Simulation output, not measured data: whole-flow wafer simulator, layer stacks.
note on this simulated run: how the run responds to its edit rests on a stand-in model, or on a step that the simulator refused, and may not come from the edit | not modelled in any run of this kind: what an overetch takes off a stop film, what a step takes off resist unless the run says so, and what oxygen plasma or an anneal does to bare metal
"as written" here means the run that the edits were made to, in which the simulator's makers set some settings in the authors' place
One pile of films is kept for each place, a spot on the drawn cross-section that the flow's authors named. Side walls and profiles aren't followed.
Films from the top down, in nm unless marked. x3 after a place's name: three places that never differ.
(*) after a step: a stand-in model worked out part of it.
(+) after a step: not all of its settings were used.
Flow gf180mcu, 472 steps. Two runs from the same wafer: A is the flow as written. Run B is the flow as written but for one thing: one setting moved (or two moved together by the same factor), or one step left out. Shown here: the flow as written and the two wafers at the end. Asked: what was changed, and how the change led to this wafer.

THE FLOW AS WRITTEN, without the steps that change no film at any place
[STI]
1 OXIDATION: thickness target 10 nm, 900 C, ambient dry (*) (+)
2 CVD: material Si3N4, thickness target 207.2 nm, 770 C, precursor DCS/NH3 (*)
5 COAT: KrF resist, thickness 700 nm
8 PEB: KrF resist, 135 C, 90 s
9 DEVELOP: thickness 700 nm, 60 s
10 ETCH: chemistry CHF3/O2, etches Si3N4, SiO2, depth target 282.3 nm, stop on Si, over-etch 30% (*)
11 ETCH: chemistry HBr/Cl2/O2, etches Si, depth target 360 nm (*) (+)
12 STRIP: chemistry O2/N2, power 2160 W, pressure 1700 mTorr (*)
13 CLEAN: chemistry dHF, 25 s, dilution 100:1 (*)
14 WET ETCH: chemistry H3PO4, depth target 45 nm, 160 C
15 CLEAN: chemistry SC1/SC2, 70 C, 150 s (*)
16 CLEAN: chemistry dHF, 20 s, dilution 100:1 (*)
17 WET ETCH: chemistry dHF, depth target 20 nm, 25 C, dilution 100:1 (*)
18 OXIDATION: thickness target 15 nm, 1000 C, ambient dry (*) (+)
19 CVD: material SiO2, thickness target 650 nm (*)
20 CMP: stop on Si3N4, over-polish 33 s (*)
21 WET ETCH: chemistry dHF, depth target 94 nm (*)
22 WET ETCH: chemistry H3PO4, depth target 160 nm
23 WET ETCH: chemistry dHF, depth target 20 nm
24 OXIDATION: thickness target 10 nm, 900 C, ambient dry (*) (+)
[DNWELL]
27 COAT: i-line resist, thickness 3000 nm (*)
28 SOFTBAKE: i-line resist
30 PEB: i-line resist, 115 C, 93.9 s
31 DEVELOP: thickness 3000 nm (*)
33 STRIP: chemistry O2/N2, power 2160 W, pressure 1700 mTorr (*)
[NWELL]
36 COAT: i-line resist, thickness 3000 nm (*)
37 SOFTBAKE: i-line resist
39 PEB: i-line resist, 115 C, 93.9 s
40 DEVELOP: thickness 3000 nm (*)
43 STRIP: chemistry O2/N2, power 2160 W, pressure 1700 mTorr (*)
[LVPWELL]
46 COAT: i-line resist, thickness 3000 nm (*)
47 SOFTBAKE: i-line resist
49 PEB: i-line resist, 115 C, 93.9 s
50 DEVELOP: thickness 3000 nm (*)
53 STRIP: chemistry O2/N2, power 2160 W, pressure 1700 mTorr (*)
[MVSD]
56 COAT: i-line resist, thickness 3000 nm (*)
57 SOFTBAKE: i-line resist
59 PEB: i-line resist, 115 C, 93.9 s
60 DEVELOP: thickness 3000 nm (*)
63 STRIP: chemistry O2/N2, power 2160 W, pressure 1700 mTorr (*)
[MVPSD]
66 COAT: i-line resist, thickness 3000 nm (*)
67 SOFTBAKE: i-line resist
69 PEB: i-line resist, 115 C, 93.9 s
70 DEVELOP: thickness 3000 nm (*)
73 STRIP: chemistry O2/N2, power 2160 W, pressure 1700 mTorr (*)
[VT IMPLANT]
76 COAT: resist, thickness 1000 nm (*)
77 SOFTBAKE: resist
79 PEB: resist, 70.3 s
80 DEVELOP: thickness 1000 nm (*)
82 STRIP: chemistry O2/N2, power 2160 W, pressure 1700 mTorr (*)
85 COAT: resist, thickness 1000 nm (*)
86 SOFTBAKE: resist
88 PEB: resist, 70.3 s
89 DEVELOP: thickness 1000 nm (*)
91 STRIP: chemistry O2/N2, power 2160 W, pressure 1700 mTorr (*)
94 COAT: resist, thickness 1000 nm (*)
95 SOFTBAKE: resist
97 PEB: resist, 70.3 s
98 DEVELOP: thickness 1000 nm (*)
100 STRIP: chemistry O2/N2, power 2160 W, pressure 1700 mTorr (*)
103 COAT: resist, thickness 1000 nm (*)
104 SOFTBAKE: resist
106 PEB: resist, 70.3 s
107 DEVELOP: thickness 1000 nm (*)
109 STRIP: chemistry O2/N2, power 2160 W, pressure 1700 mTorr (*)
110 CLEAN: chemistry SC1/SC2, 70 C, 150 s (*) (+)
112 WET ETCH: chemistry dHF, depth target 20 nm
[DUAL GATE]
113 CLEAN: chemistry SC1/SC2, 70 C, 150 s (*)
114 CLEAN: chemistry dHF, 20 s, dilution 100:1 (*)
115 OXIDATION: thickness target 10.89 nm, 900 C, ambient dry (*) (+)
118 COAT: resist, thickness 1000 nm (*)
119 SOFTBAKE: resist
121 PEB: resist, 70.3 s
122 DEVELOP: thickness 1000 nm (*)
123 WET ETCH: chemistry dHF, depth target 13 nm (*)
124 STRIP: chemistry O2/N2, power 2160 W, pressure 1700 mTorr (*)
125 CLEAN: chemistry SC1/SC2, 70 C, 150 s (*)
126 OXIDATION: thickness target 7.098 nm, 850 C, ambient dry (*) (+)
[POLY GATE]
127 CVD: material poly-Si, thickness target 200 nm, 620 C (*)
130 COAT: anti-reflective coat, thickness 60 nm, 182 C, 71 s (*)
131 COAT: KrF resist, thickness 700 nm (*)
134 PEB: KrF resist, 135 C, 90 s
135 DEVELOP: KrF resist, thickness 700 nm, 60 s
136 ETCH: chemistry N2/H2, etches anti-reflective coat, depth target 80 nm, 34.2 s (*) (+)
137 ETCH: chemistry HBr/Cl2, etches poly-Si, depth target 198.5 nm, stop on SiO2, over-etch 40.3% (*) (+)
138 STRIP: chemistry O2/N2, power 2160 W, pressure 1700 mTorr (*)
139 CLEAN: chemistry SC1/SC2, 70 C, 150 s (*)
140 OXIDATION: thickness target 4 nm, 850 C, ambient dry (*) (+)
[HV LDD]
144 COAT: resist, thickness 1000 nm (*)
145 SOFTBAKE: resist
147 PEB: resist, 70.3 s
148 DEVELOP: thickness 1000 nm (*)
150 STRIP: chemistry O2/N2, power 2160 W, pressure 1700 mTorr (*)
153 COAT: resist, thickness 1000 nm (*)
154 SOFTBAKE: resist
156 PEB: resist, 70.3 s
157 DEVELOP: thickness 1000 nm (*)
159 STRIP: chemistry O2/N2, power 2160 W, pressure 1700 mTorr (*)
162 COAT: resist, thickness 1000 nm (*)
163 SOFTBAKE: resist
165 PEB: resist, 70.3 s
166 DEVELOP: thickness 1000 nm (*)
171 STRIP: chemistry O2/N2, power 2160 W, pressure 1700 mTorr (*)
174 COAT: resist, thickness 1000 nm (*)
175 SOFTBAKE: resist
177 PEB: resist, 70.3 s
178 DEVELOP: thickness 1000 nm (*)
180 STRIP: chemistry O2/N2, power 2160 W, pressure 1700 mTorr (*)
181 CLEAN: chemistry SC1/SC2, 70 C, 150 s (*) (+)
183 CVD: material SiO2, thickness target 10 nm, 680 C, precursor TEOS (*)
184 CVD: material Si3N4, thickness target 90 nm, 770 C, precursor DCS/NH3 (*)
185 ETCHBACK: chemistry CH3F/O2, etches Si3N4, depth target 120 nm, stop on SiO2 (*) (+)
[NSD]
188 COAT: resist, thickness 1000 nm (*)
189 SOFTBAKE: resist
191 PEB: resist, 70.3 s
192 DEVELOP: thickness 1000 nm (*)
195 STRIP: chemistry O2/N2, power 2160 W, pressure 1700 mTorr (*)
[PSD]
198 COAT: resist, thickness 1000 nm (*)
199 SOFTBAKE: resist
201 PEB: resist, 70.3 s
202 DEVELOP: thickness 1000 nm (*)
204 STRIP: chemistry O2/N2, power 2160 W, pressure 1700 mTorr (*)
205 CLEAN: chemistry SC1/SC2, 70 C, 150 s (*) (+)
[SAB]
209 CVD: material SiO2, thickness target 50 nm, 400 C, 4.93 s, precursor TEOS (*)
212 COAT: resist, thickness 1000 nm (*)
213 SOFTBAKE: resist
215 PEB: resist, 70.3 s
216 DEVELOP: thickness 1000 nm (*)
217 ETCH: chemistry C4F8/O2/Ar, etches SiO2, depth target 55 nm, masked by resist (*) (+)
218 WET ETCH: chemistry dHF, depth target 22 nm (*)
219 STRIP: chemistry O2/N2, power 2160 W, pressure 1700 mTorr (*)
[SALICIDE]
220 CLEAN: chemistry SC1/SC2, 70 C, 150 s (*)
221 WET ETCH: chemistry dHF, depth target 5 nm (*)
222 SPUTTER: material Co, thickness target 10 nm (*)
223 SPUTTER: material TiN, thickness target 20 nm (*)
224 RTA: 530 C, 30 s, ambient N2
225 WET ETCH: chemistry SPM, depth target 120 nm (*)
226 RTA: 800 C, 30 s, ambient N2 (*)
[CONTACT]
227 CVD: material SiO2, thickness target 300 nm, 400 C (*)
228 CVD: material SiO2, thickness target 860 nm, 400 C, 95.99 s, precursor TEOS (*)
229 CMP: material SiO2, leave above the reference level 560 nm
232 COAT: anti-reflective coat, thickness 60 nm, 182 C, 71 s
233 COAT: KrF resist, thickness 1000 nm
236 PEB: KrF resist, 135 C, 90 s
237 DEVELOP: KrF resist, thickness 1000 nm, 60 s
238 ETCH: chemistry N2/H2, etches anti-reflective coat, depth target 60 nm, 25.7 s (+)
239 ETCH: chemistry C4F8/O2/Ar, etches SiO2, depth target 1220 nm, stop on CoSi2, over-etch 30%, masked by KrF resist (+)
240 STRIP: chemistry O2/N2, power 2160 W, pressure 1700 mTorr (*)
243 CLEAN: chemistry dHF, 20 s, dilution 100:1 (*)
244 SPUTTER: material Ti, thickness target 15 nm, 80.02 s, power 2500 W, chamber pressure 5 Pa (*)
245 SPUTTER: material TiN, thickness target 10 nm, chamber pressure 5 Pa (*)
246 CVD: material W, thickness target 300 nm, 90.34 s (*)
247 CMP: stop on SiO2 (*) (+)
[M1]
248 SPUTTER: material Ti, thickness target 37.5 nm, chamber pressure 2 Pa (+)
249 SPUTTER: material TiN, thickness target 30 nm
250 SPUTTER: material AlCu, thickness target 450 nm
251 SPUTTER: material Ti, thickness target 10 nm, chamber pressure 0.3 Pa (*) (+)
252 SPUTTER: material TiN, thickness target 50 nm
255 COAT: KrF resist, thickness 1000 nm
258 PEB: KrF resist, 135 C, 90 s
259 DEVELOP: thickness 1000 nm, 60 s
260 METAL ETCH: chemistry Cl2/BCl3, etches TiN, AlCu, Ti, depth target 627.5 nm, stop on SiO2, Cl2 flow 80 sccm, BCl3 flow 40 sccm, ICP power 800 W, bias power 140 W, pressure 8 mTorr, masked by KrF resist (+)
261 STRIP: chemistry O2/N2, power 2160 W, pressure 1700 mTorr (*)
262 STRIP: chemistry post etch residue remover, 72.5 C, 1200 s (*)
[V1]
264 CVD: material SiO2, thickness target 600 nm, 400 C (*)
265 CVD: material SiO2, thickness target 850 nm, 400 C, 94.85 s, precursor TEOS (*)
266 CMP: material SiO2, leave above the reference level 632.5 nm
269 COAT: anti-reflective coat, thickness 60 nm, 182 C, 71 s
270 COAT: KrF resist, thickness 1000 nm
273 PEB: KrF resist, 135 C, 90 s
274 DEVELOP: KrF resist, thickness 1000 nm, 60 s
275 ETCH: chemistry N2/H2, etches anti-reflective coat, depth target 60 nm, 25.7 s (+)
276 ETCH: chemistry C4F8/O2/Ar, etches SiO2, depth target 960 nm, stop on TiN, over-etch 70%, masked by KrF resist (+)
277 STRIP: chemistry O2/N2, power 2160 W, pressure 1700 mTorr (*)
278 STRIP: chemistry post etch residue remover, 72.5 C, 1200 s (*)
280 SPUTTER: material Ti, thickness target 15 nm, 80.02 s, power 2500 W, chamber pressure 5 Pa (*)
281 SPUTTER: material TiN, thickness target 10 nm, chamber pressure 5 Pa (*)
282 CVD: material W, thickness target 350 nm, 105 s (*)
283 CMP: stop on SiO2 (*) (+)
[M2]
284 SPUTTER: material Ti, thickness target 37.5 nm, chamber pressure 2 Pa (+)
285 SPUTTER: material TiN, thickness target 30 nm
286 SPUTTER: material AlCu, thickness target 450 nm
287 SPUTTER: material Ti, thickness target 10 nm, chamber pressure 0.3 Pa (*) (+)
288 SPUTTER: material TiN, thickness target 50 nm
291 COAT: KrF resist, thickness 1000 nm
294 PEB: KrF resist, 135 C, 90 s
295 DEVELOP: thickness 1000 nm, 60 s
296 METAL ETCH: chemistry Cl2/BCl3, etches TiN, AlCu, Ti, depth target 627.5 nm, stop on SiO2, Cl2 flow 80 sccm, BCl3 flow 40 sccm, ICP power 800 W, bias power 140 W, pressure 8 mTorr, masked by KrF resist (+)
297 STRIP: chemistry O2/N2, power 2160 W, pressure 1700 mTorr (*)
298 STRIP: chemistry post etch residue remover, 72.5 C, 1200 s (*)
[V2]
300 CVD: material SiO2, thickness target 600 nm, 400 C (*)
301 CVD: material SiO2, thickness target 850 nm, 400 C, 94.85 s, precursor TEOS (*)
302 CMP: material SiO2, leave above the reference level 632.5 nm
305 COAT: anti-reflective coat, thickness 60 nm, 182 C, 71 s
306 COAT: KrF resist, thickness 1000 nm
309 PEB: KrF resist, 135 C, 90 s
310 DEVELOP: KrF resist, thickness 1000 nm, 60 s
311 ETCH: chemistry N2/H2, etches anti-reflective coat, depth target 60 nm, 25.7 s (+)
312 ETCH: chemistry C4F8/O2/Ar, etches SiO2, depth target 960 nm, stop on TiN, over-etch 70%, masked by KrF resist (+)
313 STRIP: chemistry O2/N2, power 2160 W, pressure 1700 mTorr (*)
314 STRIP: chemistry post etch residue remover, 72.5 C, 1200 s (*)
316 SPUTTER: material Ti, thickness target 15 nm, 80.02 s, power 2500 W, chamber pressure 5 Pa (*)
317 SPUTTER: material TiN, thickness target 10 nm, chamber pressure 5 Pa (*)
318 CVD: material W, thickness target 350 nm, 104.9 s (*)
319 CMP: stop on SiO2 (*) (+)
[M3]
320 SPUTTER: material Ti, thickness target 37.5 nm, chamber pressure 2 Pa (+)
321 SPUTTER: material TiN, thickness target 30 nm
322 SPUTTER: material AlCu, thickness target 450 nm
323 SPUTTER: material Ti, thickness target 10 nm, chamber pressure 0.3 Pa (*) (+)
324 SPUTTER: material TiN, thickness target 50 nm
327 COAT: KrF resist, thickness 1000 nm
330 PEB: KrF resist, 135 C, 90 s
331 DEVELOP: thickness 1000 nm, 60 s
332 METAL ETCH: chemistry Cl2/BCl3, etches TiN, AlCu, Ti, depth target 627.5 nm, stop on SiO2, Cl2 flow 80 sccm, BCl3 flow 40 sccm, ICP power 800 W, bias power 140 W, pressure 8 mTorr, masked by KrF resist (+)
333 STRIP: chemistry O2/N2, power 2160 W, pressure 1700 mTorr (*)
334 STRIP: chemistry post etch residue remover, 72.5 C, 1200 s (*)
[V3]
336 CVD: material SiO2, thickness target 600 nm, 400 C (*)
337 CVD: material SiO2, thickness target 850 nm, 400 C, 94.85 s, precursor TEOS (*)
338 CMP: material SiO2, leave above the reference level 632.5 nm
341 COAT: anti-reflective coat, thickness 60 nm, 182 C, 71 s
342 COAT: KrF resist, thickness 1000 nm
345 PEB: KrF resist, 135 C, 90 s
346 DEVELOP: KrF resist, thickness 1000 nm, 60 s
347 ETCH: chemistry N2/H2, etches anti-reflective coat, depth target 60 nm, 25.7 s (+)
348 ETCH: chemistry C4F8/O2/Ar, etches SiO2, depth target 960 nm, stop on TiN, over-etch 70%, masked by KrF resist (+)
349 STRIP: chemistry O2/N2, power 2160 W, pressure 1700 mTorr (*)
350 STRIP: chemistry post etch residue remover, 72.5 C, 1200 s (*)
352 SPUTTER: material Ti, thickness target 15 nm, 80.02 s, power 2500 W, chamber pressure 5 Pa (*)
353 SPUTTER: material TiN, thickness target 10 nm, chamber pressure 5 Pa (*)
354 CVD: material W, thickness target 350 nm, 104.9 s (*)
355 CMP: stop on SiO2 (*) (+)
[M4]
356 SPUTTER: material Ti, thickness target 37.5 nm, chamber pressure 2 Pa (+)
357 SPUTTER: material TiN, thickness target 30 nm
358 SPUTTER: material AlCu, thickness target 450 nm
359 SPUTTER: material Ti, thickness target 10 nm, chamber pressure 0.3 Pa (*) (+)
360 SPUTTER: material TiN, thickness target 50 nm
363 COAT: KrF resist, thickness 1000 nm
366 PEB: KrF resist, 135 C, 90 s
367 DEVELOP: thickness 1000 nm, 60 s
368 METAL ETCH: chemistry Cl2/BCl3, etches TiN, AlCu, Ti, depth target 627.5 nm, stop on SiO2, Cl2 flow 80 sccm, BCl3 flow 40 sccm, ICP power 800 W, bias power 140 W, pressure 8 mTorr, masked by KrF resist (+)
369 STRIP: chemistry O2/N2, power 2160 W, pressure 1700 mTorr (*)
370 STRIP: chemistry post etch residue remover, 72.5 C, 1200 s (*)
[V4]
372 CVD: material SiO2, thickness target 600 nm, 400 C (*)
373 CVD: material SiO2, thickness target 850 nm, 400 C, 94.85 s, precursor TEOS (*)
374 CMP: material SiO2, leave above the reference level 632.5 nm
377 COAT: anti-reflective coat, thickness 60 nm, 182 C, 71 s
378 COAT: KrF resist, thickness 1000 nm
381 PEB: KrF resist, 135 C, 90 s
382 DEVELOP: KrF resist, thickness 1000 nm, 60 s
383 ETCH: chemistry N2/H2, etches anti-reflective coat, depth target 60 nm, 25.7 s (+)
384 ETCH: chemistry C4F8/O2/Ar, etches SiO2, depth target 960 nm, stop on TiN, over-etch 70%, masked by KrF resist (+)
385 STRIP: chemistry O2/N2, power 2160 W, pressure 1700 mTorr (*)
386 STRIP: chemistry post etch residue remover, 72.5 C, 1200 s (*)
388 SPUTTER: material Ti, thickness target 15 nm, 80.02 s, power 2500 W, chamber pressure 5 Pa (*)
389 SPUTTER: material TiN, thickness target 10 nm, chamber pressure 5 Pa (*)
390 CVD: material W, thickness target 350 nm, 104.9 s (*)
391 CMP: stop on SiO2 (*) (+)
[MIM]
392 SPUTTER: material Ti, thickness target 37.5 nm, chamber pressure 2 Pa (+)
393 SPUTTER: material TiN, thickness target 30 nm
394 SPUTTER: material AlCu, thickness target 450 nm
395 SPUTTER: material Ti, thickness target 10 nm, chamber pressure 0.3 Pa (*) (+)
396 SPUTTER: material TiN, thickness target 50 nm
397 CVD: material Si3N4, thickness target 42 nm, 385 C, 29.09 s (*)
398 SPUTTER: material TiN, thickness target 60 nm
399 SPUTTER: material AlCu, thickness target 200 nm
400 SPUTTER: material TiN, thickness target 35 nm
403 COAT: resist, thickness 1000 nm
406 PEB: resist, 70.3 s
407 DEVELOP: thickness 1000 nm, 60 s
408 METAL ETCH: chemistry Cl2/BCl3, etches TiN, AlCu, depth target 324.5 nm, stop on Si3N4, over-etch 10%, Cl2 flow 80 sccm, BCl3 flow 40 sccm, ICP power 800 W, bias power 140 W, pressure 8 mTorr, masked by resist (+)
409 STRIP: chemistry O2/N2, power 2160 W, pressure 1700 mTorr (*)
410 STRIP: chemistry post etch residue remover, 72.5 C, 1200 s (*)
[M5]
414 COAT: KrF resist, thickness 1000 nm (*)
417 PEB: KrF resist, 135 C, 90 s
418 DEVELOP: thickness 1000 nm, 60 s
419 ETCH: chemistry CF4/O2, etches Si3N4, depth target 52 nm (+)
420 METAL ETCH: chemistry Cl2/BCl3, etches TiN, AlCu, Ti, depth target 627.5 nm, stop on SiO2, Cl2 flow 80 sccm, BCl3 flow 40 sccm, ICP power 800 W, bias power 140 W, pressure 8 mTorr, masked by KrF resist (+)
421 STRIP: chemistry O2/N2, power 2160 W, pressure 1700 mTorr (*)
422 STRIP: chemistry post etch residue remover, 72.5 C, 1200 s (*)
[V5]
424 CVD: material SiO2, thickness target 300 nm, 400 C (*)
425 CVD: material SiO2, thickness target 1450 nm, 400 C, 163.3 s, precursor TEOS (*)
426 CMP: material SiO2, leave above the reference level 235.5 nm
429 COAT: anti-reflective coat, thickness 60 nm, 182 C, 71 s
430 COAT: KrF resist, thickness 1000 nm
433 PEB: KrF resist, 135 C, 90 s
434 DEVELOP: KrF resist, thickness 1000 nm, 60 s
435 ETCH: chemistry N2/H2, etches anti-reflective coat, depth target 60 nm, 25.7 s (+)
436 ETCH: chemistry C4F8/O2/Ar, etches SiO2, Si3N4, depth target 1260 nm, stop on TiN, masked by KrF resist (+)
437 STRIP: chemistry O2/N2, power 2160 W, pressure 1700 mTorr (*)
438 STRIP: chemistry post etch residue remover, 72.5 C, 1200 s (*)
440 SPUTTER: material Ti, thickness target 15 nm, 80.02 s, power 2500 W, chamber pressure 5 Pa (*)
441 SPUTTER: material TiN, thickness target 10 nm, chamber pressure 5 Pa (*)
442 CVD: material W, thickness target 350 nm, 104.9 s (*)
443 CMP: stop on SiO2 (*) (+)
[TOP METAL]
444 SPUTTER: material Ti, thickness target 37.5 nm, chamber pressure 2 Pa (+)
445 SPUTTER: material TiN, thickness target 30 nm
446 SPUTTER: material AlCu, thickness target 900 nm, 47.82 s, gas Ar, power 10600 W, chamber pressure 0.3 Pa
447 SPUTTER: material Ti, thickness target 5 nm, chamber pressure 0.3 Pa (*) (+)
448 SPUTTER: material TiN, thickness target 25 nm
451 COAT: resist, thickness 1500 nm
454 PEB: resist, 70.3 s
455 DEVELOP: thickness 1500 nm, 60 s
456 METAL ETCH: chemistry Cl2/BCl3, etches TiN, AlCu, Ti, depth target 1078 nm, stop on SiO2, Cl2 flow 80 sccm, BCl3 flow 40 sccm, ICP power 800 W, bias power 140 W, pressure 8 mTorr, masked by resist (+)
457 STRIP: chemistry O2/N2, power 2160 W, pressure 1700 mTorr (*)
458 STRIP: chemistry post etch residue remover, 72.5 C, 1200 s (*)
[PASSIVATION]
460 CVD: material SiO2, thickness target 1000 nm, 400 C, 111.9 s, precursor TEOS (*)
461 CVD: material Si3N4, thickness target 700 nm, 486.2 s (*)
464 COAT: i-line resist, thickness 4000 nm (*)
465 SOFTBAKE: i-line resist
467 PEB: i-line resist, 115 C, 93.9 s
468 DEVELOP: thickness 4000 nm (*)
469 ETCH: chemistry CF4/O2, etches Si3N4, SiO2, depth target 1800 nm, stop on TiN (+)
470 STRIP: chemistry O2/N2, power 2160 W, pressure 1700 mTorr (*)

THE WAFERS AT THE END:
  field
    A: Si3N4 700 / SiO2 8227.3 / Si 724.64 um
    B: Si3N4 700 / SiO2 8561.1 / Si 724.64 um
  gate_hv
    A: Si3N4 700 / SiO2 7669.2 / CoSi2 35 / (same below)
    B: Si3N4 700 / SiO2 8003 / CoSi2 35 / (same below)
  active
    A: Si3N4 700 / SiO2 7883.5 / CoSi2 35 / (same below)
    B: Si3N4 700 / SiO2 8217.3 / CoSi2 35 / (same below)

The cause: step 302, CMP: leave above the reference level 967.7 nm was run, where the flow has leave above the reference level 632.5 nm.

How the change led to this, step by step:
  302 CMP: material SiO2, leave above the reference level 632.5 nm
      field, field__w1, field__w2 and 103 more: A SiO2 -300 | B nothing
      field__w8, contact, m1, m1__w1, m1_nw: A SiO2 -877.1 | B SiO2 -541.9
  305 COAT: anti-reflective coat, thickness 60 nm, 182 C, 71 s
      field: A anti-reflective coat +60 (new film) | B anti-reflective coat +74 (new film)
      field__w8: A anti-reflective coat +60 (new film) | B anti-reflective coat +40 (new film)
      (and at 11 more places)
  311 ETCH: chemistry N2/H2, etches anti-reflective coat, depth target 60 nm, 25.7 s (+)
      contact: A anti-reflective coat -60 (all of it), SiO2 -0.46 | B anti-reflective coat -40.9 (all of it), SiO2 -0.95
  312 ETCH: chemistry C4F8/O2/Ar, etches SiO2, depth target 960 nm, stop on TiN, over-etch 70%, masked by KrF resist (+)
      contact: A SiO2 -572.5 (all of it) | B SiO2 -907.2 (all of it)
  313 STRIP: chemistry O2/N2, power 2160 W, pressure 1700 mTorr (*)
      field: A KrF resist -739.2 (all of it), anti-reflective coat -60 (all of it) | B KrF resist -732.2 (all of it), anti-reflective coat -74 (all of it)
      field__w8: A KrF resist -739.2 (all of it), anti-reflective coat -60 (all of it) | B KrF resist -735.9 (all of it), anti-reflective coat -40 (all of it)
      (and at 10 more places)
  316 SPUTTER: material Ti, thickness target 15 nm, 80.02 s, power 2500 W, chamber pressure 5 Pa (*)
      contact: A Ti +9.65 (new film) | B Ti +8.11 (new film)
  317 SPUTTER: material TiN, thickness target 10 nm, chamber pressure 5 Pa (*)
      contact: A TiN +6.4 (new film) | B TiN +5.38 (new film)
  318 CVD: material W, thickness target 350 nm, 104.9 s (*)
      contact: A W +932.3 (new film) | B W +1234.8 (new film)
  319 CMP: stop on SiO2 (*) (+)
      m1, m1__w1, m1_nw: A W -350 (all of it), TiN -10 (all of it), Ti -15 (all of it), SiO2 -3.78 | B W -350 (all of it), TiN -10 (all of it), Ti -15 (all of it), SiO2 -5.18
      field__w8: A W -350 (all of it), TiN -10 (all of it), Ti -15 (all of it), SiO2 -3.78 | B W -350 (all of it), TiN -10 (all of it), Ti -15 (all of it), SiO2 -5.19
  327 COAT: KrF resist, thickness 1000 nm
      field__w8: A KrF resist +1000 (new film) | B KrF resist +972 (new film)
      m1: A KrF resist +1000 (new film) | B KrF resist +971.6 (new film)
      (and at 2 more places)
  333 STRIP: chemistry O2/N2, power 2160 W, pressure 1700 mTorr (*)
      field__w8: A KrF resist -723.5 (all of it) | B KrF resist -695.8 (all of it)
      m1: A KrF resist -723.5 (all of it) | B KrF resist -695.4 (all of it)
      (and at 2 more places)
  338 CMP: material SiO2, leave above the reference level 632.5 nm
      field, field__w1, field__w2 and 103 more: A SiO2 -300 | B SiO2 -266.2
      contact: A SiO2 -877.1 | B SiO2 -843.3
  348 ETCH: chemistry C4F8/O2/Ar, etches SiO2, depth target 960 nm, stop on TiN, over-etch 70%, masked by KrF resist (+)
      contact: A SiO2 -572.5 (all of it) | B SiO2 -606.3 (all of it)
  354 CVD: material W, thickness target 350 nm, 104.9 s (*)
      contact: A W +932.3 (new film) | B W +966.4 (new film)
